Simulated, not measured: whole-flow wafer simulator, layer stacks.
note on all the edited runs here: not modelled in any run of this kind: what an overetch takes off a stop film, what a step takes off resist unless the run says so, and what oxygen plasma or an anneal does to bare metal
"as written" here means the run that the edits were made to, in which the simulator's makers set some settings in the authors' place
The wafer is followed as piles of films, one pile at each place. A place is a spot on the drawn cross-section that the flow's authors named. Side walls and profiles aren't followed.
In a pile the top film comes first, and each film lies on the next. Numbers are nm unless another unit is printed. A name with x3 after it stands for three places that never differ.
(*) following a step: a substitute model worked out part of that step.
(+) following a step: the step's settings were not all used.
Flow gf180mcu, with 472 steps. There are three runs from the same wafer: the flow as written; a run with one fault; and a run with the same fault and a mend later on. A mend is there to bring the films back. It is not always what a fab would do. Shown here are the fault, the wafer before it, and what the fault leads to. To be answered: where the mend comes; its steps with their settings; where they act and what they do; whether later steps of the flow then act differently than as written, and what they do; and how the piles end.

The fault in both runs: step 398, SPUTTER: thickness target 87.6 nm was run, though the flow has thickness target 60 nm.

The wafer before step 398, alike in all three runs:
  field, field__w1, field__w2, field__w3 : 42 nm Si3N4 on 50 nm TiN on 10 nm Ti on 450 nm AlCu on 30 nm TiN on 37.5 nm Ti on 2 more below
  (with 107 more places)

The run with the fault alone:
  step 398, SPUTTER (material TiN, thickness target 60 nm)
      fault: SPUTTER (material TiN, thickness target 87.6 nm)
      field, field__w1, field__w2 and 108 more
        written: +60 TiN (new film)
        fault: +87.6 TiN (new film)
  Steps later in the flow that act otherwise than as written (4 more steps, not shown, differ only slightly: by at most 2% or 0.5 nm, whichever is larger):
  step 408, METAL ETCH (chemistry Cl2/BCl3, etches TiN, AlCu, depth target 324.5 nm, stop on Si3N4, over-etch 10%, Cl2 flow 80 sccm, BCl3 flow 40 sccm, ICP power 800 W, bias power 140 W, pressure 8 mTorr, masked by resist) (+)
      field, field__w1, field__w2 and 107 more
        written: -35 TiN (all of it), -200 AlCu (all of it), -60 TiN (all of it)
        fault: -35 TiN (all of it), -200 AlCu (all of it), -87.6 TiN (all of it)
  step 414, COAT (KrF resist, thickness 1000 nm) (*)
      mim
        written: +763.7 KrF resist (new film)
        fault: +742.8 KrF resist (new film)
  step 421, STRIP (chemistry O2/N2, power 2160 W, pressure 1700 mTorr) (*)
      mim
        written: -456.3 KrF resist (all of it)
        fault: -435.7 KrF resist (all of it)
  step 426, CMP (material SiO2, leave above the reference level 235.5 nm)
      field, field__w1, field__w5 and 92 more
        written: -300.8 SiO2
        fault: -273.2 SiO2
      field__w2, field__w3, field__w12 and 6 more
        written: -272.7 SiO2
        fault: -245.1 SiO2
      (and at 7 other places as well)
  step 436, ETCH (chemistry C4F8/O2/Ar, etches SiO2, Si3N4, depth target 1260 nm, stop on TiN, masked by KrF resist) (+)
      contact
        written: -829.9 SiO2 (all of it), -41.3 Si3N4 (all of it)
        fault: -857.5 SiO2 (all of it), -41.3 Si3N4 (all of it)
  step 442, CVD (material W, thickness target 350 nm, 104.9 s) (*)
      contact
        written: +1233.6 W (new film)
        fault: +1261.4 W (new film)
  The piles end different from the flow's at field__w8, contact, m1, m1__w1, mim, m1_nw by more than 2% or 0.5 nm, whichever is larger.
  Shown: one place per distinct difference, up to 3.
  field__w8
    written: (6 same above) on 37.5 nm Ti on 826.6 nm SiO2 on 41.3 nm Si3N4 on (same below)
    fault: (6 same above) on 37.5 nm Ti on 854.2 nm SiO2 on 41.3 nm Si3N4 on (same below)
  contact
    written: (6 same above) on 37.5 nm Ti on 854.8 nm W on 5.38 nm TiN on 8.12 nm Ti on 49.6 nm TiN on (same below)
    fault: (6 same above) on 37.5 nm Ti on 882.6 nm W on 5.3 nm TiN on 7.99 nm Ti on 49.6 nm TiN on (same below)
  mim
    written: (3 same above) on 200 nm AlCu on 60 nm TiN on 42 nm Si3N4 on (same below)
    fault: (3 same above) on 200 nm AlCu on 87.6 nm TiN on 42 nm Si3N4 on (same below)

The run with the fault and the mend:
  The mend follows step 398.
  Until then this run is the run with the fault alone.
  step 398a, METAL ETCH (chemistry Cl2/BCl3, etches TiN, AlCu, Ti, depth target 27.6 nm, Cl2 flow 80 sccm, BCl3 flow 40 sccm, ICP power 800 W, bias power 140 W, pressure 8 mTorr) (the flow's step 260, run once more with other settings)
      field, field__w1, field__w2 and 108 more
        -27.6 TiN
  Later steps of the flow that are run all act as written at every place that is followed.
  The piles end the same as the flow's at every place that both follow.
